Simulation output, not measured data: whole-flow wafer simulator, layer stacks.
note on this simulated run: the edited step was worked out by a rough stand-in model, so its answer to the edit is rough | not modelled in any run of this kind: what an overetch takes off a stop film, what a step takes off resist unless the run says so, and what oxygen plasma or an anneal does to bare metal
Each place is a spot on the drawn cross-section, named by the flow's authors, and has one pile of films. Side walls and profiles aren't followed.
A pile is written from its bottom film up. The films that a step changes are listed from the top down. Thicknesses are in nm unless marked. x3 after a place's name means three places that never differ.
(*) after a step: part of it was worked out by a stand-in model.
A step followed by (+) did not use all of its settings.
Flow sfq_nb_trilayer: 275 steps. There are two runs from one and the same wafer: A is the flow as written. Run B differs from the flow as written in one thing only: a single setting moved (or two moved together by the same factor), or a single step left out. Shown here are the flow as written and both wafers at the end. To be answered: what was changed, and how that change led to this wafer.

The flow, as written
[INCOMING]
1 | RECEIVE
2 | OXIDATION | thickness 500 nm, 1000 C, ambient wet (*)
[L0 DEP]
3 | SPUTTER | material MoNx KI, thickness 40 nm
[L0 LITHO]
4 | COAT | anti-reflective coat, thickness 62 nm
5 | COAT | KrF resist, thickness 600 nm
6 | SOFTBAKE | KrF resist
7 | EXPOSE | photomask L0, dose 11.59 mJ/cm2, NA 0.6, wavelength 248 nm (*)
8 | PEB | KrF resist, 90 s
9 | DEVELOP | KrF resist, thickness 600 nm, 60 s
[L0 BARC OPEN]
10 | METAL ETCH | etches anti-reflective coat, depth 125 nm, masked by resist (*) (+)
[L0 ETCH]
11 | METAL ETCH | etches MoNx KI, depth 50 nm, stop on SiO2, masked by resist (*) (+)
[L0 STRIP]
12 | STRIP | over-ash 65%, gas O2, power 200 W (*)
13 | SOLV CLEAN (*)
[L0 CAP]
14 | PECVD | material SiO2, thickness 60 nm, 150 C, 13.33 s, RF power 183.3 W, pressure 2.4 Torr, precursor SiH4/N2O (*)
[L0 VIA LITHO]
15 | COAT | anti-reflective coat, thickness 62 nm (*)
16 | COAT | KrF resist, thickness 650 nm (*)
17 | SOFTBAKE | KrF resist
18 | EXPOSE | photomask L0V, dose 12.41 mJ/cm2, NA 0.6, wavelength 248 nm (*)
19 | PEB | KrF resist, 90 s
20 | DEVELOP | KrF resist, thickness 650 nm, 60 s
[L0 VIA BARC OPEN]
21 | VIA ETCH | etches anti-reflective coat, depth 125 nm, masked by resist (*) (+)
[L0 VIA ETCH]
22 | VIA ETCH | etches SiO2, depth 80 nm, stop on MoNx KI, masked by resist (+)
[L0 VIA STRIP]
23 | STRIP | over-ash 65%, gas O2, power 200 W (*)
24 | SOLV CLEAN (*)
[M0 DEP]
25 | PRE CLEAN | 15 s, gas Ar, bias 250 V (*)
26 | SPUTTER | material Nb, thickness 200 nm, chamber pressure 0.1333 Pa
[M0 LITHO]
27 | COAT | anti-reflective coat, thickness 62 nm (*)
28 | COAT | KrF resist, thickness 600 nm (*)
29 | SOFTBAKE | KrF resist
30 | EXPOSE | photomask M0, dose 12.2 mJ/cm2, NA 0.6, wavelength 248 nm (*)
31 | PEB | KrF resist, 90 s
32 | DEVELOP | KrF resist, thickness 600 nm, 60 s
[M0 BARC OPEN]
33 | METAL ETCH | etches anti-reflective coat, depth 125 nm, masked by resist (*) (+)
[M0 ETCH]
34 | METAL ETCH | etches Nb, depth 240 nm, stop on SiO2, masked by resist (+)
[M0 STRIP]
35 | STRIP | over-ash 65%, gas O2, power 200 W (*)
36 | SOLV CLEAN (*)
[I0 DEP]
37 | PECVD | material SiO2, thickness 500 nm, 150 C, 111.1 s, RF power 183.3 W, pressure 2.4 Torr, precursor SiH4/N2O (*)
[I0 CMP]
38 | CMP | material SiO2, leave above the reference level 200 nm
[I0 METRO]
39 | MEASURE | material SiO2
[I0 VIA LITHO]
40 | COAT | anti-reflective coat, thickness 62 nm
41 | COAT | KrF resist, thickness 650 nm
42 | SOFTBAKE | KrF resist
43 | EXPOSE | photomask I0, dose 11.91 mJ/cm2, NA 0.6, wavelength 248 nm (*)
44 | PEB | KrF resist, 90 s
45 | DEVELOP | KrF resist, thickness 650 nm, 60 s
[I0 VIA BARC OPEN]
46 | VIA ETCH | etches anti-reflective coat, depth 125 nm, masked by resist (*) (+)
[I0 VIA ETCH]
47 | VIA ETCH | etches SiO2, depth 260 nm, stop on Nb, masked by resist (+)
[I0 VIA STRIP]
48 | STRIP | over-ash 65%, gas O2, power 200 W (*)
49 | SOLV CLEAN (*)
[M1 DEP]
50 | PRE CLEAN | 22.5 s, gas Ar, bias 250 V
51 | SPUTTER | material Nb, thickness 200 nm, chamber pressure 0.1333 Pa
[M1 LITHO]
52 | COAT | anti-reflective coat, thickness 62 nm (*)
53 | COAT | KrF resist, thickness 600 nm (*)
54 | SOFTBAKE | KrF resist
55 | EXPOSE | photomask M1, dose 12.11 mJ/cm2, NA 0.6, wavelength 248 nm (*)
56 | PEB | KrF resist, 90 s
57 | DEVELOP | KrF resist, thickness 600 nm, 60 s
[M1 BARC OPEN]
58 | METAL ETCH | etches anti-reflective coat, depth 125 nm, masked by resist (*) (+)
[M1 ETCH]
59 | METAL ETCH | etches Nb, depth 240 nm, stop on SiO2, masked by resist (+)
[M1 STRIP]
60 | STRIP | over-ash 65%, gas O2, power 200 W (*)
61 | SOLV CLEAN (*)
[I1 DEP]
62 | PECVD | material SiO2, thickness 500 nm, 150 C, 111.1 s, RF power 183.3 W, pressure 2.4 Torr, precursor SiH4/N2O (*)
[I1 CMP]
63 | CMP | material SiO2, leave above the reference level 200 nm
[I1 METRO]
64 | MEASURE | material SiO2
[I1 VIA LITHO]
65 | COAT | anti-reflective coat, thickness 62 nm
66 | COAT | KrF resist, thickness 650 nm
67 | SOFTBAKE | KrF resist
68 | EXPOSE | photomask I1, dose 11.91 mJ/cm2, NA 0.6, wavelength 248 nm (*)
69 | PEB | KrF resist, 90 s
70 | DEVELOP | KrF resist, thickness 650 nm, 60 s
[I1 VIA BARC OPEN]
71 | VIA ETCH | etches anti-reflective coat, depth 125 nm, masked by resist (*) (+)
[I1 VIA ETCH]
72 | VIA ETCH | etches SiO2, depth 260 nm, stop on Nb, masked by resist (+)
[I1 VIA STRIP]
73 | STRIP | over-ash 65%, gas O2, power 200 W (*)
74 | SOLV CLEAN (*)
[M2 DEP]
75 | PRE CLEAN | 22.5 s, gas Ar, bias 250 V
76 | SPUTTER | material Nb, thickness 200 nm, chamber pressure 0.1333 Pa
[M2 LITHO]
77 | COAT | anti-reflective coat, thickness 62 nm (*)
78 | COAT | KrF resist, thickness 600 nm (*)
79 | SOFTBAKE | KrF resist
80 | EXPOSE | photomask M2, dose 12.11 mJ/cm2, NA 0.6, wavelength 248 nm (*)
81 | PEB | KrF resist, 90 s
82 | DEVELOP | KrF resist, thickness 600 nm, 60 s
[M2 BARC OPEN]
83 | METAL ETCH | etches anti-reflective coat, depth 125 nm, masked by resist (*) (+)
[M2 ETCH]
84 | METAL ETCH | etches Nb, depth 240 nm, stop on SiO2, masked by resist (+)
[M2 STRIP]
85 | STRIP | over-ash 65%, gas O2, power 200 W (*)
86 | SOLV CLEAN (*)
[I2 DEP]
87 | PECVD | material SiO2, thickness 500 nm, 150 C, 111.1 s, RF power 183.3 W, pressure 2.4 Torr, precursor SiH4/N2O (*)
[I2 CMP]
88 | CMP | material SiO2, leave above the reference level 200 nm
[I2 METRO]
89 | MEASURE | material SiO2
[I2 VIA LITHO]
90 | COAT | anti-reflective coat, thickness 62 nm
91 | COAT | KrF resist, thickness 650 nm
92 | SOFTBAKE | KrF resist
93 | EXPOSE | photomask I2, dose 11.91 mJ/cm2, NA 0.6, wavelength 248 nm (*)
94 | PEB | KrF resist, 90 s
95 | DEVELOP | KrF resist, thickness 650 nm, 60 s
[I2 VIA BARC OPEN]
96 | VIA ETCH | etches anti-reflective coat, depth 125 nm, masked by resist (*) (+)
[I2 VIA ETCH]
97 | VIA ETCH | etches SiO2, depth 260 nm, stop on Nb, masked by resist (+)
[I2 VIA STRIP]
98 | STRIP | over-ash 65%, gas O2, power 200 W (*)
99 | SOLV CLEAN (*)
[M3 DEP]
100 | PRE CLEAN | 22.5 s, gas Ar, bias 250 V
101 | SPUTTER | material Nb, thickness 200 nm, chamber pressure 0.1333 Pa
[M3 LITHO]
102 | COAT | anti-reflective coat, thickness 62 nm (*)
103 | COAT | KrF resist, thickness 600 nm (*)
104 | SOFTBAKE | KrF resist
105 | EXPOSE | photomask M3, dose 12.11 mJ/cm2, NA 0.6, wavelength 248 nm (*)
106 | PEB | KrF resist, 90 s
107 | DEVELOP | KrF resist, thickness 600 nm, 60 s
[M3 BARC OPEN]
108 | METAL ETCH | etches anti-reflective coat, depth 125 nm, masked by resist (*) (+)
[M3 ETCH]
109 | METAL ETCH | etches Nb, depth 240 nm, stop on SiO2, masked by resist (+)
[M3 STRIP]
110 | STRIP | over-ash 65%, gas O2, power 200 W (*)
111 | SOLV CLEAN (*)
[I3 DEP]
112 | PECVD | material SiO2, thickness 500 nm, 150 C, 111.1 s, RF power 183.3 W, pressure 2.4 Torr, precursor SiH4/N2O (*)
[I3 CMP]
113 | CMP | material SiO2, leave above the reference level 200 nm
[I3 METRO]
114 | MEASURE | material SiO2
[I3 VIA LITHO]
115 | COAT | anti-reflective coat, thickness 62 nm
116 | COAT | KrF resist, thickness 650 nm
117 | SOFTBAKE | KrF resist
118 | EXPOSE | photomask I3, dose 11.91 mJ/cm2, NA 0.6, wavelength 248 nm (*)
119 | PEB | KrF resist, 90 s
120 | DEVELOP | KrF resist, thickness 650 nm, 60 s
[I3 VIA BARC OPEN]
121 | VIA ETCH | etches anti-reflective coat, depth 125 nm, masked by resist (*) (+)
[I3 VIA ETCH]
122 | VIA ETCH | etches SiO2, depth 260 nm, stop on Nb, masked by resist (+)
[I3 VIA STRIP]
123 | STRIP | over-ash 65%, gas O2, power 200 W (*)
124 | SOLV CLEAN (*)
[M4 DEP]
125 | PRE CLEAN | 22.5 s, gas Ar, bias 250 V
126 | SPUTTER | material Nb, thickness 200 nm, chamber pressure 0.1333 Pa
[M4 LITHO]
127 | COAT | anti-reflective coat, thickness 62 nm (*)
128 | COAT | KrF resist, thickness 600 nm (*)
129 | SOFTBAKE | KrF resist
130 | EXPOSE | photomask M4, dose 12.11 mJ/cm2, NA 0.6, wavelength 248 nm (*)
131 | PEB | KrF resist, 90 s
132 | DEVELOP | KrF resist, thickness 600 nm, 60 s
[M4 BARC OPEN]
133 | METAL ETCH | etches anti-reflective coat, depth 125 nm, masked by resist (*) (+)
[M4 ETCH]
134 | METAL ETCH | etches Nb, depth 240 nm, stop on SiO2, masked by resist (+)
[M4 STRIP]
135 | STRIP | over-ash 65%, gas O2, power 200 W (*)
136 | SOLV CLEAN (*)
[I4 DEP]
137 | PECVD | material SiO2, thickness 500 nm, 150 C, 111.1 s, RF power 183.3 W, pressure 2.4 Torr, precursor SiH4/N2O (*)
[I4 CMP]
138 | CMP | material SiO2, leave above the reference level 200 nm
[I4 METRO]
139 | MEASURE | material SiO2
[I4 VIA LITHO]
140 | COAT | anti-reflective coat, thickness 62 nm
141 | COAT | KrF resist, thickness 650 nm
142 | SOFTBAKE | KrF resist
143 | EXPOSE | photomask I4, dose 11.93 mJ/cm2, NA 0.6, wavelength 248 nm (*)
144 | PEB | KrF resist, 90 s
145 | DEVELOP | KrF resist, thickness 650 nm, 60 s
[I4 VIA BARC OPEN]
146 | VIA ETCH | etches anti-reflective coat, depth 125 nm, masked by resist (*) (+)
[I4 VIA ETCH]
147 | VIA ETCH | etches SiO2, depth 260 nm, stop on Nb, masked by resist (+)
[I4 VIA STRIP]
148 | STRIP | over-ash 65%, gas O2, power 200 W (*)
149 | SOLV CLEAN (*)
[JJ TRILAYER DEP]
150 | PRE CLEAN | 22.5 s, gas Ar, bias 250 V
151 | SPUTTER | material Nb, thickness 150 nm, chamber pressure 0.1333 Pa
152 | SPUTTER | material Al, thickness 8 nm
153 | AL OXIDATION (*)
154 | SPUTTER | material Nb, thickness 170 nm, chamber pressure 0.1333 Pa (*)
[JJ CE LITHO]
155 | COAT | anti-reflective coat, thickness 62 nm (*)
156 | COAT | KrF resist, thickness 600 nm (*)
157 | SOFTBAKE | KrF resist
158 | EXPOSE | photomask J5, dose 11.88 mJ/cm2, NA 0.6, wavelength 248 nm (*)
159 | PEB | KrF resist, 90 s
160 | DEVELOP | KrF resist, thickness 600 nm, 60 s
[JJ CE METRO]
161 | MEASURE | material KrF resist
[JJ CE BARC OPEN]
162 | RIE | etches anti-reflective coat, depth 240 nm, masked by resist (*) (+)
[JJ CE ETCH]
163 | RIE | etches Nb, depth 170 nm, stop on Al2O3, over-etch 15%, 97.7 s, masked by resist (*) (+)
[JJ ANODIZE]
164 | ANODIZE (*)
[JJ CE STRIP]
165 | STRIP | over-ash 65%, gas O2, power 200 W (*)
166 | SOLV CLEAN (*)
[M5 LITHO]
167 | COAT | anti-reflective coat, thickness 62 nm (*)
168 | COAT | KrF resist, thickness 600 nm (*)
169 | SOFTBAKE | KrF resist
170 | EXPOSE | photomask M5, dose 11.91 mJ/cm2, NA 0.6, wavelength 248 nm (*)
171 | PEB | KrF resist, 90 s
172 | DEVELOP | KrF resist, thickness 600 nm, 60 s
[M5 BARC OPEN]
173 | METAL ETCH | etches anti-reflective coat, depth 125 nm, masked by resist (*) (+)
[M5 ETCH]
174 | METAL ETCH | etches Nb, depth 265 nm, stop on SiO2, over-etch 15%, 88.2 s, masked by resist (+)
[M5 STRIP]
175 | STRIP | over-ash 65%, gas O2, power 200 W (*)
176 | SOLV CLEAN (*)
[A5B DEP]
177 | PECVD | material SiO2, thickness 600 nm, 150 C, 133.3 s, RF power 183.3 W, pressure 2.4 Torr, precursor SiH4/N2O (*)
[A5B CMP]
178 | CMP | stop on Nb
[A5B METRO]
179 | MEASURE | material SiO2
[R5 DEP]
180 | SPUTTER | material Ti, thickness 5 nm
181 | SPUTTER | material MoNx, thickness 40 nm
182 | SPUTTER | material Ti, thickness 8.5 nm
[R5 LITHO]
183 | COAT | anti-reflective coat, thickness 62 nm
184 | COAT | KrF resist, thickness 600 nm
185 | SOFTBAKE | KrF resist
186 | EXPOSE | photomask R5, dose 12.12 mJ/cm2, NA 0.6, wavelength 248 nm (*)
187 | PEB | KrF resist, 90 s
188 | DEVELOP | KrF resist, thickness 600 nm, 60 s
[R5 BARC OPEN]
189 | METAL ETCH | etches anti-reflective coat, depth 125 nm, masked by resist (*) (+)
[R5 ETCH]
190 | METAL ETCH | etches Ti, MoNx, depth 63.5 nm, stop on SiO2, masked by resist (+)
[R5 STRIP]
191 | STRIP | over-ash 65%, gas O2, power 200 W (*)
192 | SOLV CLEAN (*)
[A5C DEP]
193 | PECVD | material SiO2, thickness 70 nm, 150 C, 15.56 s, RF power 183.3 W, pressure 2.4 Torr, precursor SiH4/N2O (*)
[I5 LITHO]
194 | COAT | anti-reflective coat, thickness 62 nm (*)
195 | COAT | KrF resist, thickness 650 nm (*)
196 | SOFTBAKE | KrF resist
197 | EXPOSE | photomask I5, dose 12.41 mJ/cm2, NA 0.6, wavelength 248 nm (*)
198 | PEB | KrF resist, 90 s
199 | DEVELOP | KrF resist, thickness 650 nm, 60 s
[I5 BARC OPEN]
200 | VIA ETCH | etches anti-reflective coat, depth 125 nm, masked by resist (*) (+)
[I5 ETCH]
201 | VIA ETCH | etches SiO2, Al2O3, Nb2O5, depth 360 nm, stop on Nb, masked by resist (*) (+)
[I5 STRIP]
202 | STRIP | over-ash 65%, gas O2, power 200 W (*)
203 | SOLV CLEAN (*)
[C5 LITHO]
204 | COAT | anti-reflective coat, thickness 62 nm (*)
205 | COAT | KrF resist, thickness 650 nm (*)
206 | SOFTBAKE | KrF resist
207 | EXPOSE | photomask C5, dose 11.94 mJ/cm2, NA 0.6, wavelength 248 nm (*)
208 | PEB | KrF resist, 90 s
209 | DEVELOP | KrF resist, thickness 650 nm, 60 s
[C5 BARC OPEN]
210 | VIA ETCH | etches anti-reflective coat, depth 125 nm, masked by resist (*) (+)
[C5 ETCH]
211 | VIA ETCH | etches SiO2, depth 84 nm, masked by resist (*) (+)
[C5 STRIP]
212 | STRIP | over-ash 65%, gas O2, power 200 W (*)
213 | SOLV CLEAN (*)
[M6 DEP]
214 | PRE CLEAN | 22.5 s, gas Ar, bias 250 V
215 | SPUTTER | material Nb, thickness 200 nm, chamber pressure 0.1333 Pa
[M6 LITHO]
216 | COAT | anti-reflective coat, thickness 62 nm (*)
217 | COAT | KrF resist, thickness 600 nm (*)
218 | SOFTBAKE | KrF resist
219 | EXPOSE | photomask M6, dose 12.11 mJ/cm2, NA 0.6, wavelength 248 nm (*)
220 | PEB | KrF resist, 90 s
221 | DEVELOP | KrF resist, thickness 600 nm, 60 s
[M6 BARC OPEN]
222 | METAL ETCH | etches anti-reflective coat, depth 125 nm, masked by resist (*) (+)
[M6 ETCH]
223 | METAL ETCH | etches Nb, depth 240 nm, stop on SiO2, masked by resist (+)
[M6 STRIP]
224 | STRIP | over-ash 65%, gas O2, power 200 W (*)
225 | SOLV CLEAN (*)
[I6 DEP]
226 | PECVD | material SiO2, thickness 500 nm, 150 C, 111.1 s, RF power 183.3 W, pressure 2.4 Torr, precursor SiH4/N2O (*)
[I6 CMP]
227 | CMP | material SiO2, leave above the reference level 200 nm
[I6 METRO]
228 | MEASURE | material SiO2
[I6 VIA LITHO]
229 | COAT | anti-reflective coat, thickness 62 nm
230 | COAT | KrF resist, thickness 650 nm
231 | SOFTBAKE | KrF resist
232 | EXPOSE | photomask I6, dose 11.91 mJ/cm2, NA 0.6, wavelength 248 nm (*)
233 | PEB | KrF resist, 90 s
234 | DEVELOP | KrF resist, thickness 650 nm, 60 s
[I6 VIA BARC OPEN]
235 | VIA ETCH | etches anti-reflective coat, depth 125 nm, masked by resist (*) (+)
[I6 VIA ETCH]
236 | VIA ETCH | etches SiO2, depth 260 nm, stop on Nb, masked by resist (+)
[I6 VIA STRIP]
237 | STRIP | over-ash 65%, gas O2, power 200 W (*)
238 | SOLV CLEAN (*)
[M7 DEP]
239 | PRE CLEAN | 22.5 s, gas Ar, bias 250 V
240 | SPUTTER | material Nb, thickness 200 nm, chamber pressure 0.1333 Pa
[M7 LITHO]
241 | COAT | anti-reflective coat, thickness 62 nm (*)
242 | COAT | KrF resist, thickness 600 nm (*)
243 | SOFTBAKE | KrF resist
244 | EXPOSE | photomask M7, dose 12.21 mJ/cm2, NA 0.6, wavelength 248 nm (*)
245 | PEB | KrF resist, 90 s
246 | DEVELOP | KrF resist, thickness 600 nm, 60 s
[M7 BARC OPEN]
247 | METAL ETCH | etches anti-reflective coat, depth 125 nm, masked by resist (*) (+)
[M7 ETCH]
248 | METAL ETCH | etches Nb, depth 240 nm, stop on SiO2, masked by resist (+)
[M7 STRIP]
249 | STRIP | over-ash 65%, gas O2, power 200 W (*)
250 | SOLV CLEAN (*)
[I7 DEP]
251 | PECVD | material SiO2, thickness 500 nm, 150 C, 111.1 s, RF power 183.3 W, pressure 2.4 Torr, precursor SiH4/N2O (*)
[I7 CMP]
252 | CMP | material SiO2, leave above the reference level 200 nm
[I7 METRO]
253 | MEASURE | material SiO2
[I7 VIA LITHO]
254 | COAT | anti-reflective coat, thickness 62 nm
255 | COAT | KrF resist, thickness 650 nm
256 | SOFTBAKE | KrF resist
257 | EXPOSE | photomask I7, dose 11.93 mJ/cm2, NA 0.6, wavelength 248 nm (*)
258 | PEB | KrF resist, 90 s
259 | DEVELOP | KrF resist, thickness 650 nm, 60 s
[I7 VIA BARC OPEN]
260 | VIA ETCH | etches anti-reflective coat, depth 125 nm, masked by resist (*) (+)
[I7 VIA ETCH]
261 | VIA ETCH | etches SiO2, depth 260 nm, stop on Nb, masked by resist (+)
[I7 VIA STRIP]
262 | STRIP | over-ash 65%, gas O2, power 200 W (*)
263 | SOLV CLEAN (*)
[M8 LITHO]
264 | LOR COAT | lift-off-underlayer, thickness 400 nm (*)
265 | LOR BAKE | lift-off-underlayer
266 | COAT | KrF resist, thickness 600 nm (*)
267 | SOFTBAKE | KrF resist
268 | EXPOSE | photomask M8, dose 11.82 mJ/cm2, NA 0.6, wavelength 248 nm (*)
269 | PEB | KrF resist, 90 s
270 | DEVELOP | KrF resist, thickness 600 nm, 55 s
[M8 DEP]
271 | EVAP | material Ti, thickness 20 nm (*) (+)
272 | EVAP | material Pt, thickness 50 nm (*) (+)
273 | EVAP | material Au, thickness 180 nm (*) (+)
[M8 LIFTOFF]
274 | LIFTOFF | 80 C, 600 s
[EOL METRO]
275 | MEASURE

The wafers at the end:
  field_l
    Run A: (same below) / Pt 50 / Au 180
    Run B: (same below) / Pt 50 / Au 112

What caused this: step 273, EVAP: thickness 112 nm was run, though the flow has thickness 180 nm.
The wafer itself shows it: field_l has Au 112, and step 273 as written asks for 180 nm.

Step by step, how the change led to this:
  273 | EVAP | material Au, thickness 180 nm (*) (+)
      field_l, v_sur, via_wl and 103 more: A Au gains 180 (new film) | B Au gains 112 (new film)
  274 | LIFTOFF | 80 C, 600 s
      p4_fl, p4_fm, p4_w1 and 71 more: A Au loses 180 (all of it), Pt loses 50 (all of it), Ti loses 20 (all of it), KrF resist loses 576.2 (all of it), lift-off-underlayer loses 400 (all of it) | B Au loses 112 (all of it), Pt loses 50 (all of it), Ti loses 20 (all of it), KrF resist loses 576.2 (all of it), lift-off-underlayer loses 400 (all of it)
      c5j, ce_r: A Au loses 180 (all of it), Pt loses 50 (all of it), Ti loses 20 (all of it), KrF resist loses 573.3 (all of it), lift-off-underlayer loses 399.3 (all of it) | B Au loses 112 (all of it), Pt loses 50 (all of it), Ti loses 20 (all of it), KrF resist loses 573.3 (all of it), lift-off-underlayer loses 399.3 (all of it)
      (also at 19 further places)
